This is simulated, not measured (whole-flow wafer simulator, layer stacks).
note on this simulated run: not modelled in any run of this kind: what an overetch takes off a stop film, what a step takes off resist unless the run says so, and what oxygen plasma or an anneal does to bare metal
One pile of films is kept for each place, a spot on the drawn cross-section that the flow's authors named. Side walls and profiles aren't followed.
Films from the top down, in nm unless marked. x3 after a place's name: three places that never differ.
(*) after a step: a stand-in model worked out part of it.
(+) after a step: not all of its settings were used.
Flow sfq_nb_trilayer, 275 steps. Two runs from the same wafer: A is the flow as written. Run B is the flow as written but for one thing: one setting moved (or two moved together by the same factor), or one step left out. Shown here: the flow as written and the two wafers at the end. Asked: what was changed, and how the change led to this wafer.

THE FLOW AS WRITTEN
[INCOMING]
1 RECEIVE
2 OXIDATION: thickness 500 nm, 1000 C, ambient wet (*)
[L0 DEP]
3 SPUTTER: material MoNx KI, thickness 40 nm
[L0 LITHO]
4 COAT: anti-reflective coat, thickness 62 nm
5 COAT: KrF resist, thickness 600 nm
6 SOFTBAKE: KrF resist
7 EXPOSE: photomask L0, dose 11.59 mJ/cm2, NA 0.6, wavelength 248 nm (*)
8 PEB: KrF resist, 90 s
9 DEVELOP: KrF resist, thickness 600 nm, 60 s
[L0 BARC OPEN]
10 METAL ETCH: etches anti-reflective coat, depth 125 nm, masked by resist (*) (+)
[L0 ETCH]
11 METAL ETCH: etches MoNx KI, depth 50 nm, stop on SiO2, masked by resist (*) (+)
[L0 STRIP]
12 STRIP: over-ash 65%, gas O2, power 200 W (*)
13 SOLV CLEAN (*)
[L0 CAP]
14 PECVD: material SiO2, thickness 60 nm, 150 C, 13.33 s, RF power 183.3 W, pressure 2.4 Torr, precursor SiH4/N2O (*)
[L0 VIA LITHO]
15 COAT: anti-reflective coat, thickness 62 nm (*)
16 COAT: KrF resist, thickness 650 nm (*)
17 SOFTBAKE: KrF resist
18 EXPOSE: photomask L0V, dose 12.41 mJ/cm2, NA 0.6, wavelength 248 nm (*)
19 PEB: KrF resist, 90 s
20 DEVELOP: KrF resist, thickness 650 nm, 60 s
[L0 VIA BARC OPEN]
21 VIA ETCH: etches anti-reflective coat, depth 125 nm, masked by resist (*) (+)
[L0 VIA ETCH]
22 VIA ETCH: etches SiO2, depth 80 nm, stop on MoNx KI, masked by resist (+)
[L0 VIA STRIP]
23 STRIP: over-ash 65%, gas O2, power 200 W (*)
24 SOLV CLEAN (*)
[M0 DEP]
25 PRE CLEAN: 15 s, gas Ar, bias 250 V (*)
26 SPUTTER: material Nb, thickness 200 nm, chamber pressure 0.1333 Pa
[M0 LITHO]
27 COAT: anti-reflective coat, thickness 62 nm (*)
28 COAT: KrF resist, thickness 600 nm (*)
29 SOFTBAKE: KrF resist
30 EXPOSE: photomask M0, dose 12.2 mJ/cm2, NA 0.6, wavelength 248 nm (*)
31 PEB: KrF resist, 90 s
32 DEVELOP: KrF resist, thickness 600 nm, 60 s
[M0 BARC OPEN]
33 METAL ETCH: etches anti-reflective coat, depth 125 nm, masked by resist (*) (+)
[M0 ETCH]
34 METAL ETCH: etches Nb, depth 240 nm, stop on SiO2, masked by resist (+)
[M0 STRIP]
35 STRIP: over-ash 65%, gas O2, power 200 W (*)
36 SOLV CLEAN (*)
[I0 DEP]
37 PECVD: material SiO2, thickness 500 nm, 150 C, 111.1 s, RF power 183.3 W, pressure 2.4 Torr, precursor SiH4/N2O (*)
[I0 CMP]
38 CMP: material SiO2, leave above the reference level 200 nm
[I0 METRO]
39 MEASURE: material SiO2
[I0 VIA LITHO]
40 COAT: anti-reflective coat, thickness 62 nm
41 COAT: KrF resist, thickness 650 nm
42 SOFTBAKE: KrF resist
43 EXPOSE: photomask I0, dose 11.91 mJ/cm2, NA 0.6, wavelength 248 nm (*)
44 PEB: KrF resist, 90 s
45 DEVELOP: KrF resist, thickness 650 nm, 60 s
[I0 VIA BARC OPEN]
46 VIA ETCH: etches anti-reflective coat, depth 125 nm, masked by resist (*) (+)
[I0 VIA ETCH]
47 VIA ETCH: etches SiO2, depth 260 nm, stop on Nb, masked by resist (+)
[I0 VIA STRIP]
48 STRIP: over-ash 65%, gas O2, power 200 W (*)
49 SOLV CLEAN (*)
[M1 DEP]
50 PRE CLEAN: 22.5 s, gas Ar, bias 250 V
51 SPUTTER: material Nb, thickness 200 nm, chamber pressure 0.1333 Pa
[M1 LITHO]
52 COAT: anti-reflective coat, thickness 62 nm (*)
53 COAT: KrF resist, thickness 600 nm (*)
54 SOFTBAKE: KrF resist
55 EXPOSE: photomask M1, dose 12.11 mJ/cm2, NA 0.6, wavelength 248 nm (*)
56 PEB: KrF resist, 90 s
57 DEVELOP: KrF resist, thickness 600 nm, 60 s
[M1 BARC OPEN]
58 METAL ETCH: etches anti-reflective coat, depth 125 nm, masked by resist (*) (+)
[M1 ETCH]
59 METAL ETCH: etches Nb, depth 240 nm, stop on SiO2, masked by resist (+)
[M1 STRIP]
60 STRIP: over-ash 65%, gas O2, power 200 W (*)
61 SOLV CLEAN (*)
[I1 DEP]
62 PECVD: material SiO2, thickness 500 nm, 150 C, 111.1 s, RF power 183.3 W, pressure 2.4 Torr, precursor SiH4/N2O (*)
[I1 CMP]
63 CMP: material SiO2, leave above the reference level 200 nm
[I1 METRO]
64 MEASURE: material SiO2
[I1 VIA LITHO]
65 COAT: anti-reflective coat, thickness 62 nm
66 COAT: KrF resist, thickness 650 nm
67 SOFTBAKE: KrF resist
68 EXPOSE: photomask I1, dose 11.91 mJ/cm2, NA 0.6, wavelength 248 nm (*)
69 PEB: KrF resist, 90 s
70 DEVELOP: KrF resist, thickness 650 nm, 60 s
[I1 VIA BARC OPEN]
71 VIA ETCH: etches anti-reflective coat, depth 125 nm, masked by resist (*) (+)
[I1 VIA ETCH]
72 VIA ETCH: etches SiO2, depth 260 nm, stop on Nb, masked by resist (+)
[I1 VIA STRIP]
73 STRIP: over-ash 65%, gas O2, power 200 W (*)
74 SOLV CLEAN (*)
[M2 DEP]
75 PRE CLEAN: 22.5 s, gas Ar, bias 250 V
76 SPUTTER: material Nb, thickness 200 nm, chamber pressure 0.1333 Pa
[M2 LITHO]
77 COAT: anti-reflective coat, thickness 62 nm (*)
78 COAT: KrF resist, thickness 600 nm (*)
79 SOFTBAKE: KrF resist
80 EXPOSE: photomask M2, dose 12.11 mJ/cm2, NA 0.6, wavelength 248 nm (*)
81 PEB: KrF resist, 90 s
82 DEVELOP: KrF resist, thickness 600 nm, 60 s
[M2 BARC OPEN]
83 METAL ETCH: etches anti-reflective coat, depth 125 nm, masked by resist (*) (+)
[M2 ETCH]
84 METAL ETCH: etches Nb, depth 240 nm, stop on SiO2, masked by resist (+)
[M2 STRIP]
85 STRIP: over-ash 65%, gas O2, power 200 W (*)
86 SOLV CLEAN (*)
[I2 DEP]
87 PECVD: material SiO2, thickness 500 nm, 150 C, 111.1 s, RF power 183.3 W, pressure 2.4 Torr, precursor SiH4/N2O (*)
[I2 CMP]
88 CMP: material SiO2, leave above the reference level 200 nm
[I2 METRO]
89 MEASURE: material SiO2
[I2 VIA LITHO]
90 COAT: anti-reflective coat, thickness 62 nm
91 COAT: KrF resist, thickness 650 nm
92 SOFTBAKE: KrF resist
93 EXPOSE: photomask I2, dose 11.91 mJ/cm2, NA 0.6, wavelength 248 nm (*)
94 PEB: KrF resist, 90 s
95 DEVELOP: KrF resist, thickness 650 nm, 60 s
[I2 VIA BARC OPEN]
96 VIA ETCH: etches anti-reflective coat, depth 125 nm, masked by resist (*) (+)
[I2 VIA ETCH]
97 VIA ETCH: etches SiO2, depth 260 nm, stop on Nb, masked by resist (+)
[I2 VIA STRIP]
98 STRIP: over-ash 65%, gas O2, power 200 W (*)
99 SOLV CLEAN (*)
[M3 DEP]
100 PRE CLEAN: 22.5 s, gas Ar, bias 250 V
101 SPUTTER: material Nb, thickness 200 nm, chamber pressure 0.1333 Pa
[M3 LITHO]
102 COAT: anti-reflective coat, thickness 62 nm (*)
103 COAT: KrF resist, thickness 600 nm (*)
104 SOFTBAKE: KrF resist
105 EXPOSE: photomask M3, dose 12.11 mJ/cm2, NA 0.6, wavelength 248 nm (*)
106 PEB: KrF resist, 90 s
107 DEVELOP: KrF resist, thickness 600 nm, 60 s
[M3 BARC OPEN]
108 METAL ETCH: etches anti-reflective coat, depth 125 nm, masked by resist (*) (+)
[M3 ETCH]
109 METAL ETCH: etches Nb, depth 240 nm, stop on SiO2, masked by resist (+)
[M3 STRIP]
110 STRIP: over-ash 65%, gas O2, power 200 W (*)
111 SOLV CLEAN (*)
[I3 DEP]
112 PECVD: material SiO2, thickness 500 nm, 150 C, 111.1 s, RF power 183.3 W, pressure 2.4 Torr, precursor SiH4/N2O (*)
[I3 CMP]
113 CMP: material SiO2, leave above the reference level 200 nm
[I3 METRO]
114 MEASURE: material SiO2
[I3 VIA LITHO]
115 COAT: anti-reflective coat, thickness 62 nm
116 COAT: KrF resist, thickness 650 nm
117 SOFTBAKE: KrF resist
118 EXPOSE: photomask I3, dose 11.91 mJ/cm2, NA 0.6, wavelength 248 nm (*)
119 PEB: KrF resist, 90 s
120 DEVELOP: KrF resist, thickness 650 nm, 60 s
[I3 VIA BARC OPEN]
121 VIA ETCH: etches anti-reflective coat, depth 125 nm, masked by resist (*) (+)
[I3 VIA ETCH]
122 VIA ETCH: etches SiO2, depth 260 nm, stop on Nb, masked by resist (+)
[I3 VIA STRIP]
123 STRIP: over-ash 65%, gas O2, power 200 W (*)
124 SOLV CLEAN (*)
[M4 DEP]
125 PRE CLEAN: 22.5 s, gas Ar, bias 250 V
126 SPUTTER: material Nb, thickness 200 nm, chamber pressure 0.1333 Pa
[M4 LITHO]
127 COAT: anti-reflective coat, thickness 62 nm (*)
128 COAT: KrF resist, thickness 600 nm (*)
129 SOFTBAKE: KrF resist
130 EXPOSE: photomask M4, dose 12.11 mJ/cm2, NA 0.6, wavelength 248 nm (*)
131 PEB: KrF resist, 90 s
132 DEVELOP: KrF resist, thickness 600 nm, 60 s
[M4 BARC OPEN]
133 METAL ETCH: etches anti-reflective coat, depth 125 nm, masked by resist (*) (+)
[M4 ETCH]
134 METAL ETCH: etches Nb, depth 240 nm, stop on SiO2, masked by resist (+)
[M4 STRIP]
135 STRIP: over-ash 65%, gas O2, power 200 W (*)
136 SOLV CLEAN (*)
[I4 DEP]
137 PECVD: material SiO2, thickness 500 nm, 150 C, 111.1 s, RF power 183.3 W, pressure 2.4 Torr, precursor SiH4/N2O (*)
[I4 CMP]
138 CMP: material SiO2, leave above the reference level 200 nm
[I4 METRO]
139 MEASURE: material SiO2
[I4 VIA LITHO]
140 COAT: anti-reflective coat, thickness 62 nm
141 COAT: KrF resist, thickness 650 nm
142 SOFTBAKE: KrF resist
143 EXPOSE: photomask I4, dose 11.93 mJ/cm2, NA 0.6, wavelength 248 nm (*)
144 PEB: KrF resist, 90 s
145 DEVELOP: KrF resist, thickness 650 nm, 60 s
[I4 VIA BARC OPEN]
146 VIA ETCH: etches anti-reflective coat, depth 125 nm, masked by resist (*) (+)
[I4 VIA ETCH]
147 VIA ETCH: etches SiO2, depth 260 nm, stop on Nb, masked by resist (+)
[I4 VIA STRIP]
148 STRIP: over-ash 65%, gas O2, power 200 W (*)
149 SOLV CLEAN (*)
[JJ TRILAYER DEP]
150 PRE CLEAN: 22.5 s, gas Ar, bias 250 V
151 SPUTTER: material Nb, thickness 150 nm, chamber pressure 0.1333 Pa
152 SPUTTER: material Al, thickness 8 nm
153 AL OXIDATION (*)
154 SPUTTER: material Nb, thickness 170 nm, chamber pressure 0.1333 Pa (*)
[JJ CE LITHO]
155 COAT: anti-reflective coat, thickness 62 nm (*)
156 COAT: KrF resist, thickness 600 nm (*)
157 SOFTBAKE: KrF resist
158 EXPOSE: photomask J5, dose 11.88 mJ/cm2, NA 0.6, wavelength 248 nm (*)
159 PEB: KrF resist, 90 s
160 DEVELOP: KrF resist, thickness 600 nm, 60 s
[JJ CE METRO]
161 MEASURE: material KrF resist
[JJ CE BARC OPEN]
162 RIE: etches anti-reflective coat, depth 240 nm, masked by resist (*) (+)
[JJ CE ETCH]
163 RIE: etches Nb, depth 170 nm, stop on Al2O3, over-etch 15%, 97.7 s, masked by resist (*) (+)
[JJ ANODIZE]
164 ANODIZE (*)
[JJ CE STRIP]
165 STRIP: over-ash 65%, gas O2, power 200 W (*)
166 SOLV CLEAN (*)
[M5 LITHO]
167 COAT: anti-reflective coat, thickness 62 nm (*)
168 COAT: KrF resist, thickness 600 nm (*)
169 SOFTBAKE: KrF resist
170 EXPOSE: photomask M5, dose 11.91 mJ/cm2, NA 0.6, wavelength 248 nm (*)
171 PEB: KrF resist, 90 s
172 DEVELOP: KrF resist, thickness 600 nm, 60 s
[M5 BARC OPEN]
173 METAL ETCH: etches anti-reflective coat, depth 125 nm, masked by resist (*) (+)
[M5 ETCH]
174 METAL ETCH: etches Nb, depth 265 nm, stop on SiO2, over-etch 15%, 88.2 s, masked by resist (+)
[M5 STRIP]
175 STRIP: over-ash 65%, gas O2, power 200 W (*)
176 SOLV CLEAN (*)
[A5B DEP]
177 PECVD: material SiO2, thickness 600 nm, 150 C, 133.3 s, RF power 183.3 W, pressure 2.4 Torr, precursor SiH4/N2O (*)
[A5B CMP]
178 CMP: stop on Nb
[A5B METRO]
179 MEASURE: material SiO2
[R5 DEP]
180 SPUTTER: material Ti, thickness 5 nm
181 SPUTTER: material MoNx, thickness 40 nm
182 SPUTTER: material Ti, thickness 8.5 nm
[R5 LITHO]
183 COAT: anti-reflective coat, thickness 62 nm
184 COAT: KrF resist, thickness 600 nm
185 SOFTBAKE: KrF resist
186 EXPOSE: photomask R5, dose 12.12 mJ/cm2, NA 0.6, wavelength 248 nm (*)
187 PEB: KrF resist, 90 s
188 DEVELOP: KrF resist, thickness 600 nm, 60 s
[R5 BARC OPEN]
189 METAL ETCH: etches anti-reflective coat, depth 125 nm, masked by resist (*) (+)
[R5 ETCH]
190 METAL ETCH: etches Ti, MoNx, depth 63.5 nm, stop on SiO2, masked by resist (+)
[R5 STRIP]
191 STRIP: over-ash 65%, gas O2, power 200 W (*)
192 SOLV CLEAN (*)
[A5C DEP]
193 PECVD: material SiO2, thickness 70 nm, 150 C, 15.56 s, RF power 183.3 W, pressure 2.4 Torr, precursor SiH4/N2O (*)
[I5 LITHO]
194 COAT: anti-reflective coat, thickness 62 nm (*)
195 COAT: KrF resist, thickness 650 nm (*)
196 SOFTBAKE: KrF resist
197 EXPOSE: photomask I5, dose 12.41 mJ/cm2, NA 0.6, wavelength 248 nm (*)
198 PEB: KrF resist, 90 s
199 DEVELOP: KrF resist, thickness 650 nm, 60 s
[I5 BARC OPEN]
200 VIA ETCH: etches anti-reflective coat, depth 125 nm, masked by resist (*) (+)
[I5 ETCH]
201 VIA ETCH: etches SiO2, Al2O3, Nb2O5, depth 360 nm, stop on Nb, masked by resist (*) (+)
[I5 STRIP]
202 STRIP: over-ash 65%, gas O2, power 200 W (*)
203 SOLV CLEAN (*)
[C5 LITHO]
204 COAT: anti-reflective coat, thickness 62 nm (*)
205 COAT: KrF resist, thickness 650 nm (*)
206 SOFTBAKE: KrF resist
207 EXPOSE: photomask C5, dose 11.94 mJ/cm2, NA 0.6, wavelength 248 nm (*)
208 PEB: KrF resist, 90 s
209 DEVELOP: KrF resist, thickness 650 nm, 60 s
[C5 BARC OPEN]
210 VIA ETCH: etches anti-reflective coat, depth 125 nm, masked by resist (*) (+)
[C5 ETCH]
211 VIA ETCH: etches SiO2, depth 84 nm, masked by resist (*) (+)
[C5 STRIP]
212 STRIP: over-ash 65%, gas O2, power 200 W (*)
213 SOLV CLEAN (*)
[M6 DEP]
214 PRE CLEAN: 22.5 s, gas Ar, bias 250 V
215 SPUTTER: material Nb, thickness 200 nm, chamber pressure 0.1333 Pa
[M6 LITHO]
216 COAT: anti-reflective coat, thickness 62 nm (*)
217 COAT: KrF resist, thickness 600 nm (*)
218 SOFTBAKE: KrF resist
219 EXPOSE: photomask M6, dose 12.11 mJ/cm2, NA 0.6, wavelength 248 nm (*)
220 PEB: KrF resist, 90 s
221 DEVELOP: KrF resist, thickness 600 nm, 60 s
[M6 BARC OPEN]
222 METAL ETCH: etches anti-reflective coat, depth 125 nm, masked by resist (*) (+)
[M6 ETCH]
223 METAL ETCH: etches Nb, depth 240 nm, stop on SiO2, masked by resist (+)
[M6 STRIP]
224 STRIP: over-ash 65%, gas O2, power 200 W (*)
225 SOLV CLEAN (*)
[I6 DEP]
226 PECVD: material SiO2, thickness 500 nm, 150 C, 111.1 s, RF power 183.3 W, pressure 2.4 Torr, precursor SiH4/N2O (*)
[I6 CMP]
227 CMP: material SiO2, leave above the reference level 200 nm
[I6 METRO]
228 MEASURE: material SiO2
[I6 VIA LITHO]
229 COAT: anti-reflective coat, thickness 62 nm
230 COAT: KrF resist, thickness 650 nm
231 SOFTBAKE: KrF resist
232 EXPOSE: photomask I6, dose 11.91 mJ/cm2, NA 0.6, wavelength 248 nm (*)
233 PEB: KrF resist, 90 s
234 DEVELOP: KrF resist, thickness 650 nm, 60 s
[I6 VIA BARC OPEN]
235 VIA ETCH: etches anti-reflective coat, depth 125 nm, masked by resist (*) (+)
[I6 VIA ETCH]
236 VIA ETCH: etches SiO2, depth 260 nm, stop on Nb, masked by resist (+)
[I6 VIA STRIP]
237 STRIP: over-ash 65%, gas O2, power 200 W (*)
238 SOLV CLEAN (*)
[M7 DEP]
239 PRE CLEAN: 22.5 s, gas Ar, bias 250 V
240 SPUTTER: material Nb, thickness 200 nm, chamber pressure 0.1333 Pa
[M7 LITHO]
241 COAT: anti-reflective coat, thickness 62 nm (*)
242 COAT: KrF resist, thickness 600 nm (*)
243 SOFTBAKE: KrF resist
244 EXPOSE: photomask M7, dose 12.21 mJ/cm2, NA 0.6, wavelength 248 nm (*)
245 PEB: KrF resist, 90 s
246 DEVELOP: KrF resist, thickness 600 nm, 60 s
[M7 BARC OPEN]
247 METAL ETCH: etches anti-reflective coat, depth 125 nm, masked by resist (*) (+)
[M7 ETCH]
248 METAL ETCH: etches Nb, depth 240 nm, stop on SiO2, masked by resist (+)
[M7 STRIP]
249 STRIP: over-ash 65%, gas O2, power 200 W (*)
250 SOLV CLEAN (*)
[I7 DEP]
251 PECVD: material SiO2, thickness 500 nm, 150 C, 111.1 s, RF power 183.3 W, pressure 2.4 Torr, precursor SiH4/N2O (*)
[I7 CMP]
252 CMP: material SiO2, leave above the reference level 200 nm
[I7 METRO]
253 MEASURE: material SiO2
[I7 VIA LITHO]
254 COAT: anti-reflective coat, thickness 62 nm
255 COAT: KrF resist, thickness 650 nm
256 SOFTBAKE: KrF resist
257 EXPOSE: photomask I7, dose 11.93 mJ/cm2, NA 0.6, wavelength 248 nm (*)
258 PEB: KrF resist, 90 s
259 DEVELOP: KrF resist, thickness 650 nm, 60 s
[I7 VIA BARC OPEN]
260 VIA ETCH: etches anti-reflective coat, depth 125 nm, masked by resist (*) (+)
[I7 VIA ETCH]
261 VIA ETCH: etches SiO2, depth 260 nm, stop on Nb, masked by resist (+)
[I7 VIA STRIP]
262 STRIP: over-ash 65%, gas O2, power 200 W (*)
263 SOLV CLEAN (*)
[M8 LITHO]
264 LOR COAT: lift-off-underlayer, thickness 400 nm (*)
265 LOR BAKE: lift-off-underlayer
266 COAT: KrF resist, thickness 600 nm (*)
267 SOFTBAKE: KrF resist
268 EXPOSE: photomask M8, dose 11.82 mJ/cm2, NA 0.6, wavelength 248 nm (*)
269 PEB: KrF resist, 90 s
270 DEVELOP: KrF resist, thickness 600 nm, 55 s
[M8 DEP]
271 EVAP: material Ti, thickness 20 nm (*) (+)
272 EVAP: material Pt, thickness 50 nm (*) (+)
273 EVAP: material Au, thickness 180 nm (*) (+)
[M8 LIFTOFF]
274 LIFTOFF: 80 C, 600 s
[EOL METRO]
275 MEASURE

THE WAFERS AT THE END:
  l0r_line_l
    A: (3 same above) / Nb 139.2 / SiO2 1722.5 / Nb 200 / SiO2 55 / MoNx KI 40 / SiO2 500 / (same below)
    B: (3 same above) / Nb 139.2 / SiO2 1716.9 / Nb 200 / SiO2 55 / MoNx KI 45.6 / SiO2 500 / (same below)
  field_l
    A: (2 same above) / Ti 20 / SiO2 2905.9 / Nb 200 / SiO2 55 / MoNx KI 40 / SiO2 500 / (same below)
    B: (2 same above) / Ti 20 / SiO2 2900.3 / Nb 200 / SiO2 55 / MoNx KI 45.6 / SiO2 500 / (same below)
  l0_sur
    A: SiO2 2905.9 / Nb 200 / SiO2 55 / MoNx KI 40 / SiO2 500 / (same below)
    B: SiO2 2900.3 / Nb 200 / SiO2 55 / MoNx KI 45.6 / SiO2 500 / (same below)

The cause: step 3, SPUTTER: thickness 45.6 nm was run, where the flow has thickness 40 nm.
It can be read off the wafer: l0r_line_l has MoNx KI 45.6, and step 3 as written asks for 40 nm.

How the change led to this, step by step:
  3 SPUTTER: material MoNx KI, thickness 40 nm
      field_l, v_sur, via_wl and 103 more: A MoNx KI +40 (new film) | B MoNx KI +45.6 (new film)
  11 METAL ETCH: etches MoNx KI, depth 50 nm, stop on SiO2, masked by resist (*) (+)
      v_sur, via_wl, via_w and 97 more: A MoNx KI -40 (all of it) | B MoNx KI -45.6 (all of it)
  15 COAT: anti-reflective coat, thickness 62 nm (*)
      l0r_space_c: A anti-reflective coat +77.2 (new film) | B anti-reflective coat +79.3 (new film)
  23 STRIP: over-ash 65%, gas O2, power 200 W (*)
      l0r_space_c: A KrF resist -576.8 (all of it), anti-reflective coat -77.2 (all of it) | B KrF resist -579.3 (all of it), anti-reflective coat -79.3 (all of it)
  27 COAT: anti-reflective coat, thickness 62 nm (*)
      v_sur: A anti-reflective coat +72.3 (new film) | B anti-reflective coat +74 (new film)
      l0r_space_c: A anti-reflective coat +78 (new film) | B anti-reflective coat +80.2 (new film)
  35 STRIP: over-ash 65%, gas O2, power 200 W (*)
      v_sur: A KrF resist -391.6 (all of it), anti-reflective coat -72.3 (all of it) | B KrF resist -392.8 (all of it), anti-reflective coat -74 (all of it)
      l0r_space_c: A KrF resist -397.6 (all of it), anti-reflective coat -78 (all of it) | B KrF resist -399.7 (all of it), anti-reflective coat -80.2 (all of it)
